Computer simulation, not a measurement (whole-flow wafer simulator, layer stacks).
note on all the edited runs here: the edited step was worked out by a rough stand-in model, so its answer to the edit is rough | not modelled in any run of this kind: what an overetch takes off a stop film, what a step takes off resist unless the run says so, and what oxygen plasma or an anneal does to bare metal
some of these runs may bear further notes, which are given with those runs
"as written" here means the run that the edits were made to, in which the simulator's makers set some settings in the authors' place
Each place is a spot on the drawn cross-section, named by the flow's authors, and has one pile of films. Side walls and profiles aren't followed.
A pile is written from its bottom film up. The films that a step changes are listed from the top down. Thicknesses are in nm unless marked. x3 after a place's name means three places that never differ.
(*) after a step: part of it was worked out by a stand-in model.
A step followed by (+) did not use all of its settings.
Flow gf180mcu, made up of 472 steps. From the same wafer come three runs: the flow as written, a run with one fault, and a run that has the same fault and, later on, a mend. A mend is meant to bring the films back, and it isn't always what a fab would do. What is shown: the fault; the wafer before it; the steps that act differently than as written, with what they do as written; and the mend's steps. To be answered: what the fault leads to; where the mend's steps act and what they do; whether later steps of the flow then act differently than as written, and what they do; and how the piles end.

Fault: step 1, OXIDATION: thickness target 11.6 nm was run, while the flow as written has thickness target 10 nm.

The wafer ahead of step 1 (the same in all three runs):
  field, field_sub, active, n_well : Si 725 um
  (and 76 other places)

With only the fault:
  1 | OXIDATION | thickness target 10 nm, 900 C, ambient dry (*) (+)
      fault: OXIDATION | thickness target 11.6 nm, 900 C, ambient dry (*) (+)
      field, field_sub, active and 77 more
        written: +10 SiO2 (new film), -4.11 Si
        fault: +11.6 SiO2 (new film), -4.82 Si
  Steps later in the flow that act otherwise than as written (not shown: 100 more steps that differ only slightly, by at most 2% or 0.5 nm, whichever is larger):
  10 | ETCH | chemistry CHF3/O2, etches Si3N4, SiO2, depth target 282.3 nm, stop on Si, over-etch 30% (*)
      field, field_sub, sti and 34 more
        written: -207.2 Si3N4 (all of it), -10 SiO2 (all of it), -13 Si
        fault: -207.2 Si3N4 (all of it), -11.6 SiO2 (all of it), -12.7 Si
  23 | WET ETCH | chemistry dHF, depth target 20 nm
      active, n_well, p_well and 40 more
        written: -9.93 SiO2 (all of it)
        fault: -11.5 SiO2 (all of it)
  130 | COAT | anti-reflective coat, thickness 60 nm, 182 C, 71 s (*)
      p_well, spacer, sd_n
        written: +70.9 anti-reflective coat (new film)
        fault: +72.4 anti-reflective coat (new film)
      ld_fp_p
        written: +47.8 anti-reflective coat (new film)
        fault: +46.8 anti-reflective coat (new film)
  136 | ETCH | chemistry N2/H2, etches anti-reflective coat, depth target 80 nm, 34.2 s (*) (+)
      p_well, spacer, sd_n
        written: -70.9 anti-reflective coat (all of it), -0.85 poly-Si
        fault: -72.4 anti-reflective coat (all of it), -0.81 poly-Si
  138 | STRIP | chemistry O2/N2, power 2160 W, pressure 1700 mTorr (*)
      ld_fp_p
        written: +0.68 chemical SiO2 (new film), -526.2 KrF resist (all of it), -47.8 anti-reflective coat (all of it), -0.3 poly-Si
        fault: +0.68 chemical SiO2 (new film), -526.3 KrF resist (all of it), -46.8 anti-reflective coat (all of it), -0.3 poly-Si
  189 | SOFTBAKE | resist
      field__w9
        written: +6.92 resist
        fault: -3.07 resist
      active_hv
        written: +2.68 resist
        fault: -0.49 resist
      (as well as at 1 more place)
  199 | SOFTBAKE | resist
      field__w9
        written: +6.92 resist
        fault: -3.07 resist
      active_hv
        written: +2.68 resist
        fault: -0.49 resist
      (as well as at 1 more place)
  The piles end only slightly different from the flow's at the places that both follow, by no more than 2% or 0.5 nm, whichever is larger.

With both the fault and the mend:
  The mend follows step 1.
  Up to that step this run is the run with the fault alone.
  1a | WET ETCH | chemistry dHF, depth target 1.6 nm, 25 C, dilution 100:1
      field, field_sub, active and 77 more
        -1.6 SiO2
  None of the later steps of the flow acts differently than as written at any place that is followed.
  The piles end only slightly different from the flow's at the places that both follow, by no more than 2% or 0.5 nm, whichever is larger.
